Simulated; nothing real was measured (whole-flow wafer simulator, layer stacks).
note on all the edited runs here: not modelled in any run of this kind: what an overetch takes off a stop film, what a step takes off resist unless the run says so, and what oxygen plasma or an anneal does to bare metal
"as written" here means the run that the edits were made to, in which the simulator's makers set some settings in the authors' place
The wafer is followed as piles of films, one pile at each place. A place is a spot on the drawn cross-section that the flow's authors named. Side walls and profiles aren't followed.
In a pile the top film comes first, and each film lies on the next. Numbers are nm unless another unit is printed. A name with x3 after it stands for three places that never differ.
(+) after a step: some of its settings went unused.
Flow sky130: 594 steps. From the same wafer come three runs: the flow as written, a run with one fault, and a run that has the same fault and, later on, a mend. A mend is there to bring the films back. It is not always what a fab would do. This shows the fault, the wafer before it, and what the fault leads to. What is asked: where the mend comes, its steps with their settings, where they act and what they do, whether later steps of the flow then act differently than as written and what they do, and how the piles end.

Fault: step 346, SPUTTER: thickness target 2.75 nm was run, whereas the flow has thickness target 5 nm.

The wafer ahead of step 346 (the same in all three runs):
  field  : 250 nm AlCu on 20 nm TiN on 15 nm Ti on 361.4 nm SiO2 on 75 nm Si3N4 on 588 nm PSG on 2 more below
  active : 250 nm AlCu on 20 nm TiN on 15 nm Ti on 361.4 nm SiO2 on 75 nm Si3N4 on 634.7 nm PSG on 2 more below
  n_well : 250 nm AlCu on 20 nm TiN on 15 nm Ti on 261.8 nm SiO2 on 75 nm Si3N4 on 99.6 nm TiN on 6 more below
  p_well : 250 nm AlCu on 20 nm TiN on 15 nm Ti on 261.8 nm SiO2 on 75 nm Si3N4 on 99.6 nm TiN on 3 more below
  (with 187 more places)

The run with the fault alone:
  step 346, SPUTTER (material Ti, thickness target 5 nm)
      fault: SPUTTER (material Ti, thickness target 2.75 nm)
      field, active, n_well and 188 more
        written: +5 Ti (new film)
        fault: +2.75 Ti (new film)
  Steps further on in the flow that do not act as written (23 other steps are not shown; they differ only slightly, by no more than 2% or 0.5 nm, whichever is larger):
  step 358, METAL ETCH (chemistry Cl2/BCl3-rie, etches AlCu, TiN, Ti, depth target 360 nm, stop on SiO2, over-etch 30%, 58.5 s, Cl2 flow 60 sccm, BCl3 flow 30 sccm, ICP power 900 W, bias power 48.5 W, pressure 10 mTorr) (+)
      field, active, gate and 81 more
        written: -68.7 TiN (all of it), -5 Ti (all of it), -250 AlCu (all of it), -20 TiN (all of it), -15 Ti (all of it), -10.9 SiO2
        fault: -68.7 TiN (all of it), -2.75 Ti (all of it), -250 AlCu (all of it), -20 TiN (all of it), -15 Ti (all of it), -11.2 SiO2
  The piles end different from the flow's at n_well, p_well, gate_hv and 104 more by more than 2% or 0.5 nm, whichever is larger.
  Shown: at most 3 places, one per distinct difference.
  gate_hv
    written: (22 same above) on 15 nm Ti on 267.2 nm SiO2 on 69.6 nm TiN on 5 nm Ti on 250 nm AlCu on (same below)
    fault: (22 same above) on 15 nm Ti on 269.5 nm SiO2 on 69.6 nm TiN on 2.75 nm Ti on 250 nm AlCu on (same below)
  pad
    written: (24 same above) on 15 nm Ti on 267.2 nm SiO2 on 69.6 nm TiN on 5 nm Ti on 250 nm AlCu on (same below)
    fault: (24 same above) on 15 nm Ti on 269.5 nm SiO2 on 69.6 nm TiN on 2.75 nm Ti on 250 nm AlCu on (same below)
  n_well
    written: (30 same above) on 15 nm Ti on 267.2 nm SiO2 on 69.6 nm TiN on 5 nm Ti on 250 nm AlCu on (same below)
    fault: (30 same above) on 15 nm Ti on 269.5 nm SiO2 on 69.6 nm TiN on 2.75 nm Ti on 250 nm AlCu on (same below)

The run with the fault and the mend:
  After step 346 comes the mend.
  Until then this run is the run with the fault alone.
  step 346a, SPUTTER (material Ti, thickness target 2.25 nm) (the flow's step 346 again, with other settings)
      field, active, n_well and 188 more
        +2.25 Ti
  None of the later steps of the flow acts differently than as written at any place that is followed.
  The piles end the same as the flow's at every place that both follow.
